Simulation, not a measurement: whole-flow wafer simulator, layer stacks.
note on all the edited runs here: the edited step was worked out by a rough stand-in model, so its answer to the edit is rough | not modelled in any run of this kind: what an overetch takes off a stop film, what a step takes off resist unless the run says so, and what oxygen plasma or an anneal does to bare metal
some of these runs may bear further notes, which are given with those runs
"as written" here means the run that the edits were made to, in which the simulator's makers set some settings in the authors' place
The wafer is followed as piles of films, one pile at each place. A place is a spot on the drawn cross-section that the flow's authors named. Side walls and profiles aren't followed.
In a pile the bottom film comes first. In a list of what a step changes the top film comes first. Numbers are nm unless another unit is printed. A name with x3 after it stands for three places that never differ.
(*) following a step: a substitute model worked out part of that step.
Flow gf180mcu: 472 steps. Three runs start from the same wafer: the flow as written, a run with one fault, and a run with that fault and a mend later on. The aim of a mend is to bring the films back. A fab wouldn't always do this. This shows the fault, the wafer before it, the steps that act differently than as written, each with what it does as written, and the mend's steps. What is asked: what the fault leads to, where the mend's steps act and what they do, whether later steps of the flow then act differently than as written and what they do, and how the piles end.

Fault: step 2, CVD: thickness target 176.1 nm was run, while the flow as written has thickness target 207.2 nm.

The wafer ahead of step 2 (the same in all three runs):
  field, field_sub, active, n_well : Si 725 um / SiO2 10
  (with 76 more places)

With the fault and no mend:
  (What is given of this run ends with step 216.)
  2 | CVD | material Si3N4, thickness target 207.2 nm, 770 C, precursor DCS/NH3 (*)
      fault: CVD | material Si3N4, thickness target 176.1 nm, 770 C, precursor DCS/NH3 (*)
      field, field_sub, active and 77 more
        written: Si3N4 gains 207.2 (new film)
        fault: Si3N4 gains 176.1 (new film)
  Later steps of the flow acting differently than as written (38 more steps, not shown, differ only slightly: by at most 2% or 0.5 nm, whichever is larger):
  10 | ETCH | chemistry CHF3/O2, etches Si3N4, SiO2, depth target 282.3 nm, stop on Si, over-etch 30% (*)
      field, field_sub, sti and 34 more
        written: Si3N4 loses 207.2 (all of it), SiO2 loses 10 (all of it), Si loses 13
        fault: Si3N4 loses 176.1 (all of it), SiO2 loses 10 (all of it), Si loses 19.2
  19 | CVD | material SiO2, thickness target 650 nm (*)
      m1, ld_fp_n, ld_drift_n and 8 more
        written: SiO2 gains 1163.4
        fault: SiO2 gains 1132.3
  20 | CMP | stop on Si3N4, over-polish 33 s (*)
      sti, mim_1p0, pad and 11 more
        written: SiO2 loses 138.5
        fault: SiO2 loses 169.5
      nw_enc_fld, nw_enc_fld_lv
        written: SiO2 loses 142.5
        fault: SiO2 loses 173.6
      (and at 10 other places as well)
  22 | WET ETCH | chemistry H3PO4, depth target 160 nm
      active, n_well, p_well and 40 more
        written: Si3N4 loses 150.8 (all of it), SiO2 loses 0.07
        fault: Si3N4 loses 119.7 (all of it), SiO2 loses 0.32
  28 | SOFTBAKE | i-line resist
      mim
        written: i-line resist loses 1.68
        fault: i-line resist gains 0.18
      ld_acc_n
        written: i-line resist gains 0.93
        fault: nothing
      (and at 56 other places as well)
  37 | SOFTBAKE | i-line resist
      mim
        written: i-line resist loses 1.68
        fault: i-line resist gains 0.18
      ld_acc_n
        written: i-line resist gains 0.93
        fault: nothing
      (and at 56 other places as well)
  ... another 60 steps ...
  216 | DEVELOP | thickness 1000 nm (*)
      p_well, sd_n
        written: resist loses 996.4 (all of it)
        fault: resist loses 965.4 (all of it)
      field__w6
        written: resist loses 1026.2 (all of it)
        fault: resist loses 1070.3 (all of it)
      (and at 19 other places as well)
  Once step 216 is done, the piles at field, field__w1, field__w2 and 67 more depart from the flow's by more than 2% or 0.5 nm, whichever is larger.
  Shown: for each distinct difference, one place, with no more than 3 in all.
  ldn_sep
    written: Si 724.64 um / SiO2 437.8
    fault: Si 724.64 um / SiO2 407
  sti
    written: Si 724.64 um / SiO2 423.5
    fault: Si 724.64 um / SiO2 392.7
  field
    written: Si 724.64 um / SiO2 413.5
    fault: Si 724.64 um / SiO2 382.7

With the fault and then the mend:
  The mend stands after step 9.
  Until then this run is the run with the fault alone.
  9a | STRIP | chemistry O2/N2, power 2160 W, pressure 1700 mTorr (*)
      active, n_well, p_well and 40 more
        KrF resist loses 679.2 (all of it)
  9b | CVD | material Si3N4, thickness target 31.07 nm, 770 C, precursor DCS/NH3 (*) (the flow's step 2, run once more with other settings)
      field, field_sub, active and 77 more
        Si3N4 gains 31.1
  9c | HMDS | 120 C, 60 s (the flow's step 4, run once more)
      does not change any film at any place that is followed
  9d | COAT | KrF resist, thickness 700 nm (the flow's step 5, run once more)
      field, field_sub, active and 77 more
        KrF resist gains 700 (new film)
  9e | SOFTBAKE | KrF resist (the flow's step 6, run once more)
      does not change any film at any place that is followed
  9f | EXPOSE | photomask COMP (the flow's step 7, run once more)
      does not change any film at any place that is followed
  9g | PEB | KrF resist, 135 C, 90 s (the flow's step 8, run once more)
      field, field_sub, active and 77 more
        KrF resist loses 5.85
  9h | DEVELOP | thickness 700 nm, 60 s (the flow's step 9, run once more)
      active, n_well, p_well and 40 more
        KrF resist loses 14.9
      field, field_sub, sti and 34 more
        KrF resist loses 694.2 (all of it)
  None of the later steps of the flow differs from how it acts as written, at any place that is followed, by more than 2% or 0.5 nm, whichever is larger.
  At every place that both follow, the piles at the end match the flow's.
